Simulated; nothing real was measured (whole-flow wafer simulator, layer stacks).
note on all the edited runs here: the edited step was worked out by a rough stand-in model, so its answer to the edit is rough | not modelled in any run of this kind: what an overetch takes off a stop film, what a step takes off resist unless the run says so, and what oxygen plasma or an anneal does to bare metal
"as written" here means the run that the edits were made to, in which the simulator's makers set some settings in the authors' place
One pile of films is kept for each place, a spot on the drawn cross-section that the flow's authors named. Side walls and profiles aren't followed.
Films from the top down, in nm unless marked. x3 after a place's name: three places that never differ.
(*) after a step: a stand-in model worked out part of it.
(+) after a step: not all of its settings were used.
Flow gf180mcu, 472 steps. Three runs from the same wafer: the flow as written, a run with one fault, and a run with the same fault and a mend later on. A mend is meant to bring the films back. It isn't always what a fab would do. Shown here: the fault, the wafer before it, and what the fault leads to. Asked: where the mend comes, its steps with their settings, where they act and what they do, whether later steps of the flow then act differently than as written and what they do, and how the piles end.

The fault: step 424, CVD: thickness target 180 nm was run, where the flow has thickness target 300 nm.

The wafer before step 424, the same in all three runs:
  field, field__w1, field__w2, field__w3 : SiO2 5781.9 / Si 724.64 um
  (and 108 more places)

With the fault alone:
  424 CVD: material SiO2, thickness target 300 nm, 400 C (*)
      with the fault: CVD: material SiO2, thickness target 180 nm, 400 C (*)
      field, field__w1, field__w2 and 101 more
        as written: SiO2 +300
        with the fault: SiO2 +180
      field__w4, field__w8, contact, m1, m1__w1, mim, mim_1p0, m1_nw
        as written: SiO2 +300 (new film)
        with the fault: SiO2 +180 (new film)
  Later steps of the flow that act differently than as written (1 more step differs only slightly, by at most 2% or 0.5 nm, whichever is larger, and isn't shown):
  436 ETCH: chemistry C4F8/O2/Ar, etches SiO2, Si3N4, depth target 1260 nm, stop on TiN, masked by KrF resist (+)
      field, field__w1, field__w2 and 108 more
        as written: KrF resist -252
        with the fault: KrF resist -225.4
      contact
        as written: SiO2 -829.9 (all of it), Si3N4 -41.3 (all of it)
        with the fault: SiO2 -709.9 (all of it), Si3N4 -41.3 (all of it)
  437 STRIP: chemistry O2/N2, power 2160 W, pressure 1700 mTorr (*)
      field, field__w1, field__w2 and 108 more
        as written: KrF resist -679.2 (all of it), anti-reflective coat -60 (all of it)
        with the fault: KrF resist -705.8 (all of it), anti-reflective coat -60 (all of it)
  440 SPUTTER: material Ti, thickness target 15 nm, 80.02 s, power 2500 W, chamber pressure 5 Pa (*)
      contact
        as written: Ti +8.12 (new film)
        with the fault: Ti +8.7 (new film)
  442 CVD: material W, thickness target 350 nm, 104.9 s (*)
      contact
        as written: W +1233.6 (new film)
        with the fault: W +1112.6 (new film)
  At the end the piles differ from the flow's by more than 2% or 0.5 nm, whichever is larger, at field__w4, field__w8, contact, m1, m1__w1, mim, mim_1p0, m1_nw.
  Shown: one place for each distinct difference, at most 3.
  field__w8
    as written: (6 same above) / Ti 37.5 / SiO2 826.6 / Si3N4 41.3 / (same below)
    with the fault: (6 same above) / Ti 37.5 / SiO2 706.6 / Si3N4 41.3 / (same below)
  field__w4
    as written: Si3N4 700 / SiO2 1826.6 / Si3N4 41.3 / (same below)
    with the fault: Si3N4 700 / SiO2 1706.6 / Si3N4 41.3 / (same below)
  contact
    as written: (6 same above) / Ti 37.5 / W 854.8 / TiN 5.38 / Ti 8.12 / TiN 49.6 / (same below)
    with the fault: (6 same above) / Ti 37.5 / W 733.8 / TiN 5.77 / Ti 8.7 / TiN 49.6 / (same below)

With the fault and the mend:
  The mend comes after step 424.
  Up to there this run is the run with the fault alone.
  424a CVD: material SiO2, thickness target 120 nm, 400 C (*) (the flow's step 424 once more, with other settings)
      field, field__w1, field__w2 and 109 more
        SiO2 +120
  No later step of the flow acts differently than as written at any place that is followed.
  At the end the piles are the same as the flow's at every place that both follow.
